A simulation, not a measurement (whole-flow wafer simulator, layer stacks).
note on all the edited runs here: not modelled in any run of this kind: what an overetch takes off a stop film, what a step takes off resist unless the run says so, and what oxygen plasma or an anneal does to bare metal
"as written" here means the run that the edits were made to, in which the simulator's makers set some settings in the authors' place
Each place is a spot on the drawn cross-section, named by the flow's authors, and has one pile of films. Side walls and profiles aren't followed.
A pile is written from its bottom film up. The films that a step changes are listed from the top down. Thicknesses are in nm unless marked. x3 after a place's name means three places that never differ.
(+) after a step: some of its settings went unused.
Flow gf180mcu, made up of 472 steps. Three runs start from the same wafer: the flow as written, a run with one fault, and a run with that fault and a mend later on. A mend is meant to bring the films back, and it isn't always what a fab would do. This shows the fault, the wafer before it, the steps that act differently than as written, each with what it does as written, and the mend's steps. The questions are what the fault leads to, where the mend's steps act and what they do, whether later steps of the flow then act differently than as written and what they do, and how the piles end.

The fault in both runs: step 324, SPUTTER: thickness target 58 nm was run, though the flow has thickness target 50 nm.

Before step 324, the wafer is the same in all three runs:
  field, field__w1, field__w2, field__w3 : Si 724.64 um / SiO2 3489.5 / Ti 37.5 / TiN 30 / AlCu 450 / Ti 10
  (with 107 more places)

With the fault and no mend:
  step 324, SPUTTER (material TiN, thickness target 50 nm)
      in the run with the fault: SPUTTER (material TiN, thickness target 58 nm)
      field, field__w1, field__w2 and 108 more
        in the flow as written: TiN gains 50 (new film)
        in the run with the fault: TiN gains 58 (new film)
  Steps later in the flow that act otherwise than as written (6 other steps are not shown; they differ only slightly, by no more than 2% or 0.5 nm, whichever is larger):
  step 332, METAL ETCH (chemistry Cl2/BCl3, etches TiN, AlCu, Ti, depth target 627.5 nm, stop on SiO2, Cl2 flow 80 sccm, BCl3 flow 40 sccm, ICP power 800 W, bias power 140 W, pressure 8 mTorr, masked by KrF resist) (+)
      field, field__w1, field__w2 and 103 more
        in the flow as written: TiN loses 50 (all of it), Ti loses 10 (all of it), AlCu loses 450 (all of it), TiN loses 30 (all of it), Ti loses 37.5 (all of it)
        in the run with the fault: TiN loses 58 (all of it), Ti loses 10 (all of it), AlCu loses 450 (all of it), TiN loses 30 (all of it), Ti loses 37.5 (all of it)
  At field__w8, contact, m1, m1__w1, m1_nw, the piles at the end differ from the flow's by more than 2% or 0.5 nm, whichever is larger.
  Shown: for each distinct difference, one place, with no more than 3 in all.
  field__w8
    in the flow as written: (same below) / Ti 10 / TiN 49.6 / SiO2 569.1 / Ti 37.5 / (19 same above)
    in the run with the fault: (same below) / Ti 10 / TiN 57.6 / SiO2 561.1 / Ti 37.5 / (19 same above)
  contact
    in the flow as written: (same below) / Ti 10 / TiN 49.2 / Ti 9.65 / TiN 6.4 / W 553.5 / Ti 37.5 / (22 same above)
    in the run with the fault: (same below) / Ti 10 / TiN 57.2 / Ti 9.7 / TiN 6.43 / W 545.4 / Ti 37.5 / (22 same above)

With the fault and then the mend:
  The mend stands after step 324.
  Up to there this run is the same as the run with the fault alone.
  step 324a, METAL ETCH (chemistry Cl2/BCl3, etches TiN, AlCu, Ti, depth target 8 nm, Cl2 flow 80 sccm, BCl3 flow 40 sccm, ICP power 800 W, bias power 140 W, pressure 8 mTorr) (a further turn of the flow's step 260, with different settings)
      field, field__w1, field__w2 and 108 more
        TiN loses 8
  Every later step of the flow that is run acts as written at every place that is followed.
  The piles end the same as the flow's at every place that both follow.
